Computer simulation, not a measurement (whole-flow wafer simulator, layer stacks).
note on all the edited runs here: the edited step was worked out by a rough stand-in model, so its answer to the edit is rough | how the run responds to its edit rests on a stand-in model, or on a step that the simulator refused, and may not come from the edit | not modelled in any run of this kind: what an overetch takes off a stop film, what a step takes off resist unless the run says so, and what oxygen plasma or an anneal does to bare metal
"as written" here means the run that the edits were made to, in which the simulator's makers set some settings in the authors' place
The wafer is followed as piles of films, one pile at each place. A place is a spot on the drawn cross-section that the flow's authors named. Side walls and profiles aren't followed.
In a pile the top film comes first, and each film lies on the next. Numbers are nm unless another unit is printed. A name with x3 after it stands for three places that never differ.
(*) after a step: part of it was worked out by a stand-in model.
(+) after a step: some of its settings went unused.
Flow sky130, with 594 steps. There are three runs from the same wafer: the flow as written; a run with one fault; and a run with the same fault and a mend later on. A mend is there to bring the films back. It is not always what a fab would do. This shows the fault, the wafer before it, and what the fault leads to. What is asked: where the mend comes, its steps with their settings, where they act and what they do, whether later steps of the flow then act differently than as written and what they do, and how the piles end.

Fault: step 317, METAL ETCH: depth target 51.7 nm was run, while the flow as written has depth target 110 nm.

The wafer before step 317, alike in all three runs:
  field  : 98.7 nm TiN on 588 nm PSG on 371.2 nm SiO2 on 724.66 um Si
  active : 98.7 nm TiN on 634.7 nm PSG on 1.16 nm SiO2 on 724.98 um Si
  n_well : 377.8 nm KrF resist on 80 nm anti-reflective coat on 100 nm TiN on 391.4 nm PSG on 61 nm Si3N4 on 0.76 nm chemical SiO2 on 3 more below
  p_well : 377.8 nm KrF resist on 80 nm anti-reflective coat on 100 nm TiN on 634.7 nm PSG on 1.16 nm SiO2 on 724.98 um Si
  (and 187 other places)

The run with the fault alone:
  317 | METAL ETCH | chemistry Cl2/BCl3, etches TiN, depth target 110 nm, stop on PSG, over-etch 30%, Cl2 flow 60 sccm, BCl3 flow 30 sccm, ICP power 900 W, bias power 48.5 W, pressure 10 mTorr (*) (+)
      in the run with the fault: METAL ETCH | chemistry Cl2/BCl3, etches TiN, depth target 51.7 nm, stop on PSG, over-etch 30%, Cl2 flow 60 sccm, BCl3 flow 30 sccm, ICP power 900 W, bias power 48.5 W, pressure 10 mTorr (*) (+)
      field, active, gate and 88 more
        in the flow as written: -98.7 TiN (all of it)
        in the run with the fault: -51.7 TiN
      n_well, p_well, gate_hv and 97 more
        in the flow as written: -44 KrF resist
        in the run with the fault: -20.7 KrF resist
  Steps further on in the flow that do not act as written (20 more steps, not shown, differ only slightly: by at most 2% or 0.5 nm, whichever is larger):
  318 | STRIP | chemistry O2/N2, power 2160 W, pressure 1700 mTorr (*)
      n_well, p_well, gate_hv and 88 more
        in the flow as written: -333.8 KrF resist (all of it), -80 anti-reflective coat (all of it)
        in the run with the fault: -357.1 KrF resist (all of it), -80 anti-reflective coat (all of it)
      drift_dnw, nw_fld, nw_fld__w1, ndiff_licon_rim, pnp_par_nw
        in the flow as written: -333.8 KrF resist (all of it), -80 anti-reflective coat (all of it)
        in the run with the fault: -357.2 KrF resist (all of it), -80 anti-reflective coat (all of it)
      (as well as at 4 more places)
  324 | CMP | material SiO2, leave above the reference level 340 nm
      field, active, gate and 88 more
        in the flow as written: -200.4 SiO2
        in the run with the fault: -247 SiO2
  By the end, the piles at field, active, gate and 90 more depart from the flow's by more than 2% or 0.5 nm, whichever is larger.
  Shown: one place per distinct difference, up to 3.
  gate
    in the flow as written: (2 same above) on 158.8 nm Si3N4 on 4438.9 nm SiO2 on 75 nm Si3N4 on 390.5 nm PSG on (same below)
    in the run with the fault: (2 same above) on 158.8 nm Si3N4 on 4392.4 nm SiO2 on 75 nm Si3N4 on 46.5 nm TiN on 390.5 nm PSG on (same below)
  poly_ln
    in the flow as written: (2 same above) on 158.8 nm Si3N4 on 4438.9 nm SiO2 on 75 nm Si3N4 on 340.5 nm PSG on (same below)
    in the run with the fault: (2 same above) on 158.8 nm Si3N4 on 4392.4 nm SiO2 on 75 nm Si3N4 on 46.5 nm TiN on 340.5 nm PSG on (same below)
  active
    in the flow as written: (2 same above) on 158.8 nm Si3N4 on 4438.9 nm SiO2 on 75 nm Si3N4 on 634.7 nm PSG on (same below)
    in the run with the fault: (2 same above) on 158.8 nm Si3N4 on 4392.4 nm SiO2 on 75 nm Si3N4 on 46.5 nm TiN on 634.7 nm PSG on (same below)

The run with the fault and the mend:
  The mend stands after step 317.
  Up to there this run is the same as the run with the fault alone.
  317a | METAL ETCH | chemistry Cl2/BCl3, etches TiN, depth target 58.3 nm, stop on PSG, over-etch 30%, Cl2 flow 60 sccm, BCl3 flow 30 sccm, ICP power 900 W, bias power 48.5 W, pressure 10 mTorr (*) (+) (the flow's step 317, run once more with other settings)
      n_well, p_well, gate_hv and 97 more
        -23.3 KrF resist
      field, active, gate and 88 more
        -47 TiN (all of it)
  None of the later steps of the flow acts differently than as written at any place that is followed.
  By the end, the piles equal the flow's at every place that both follow.
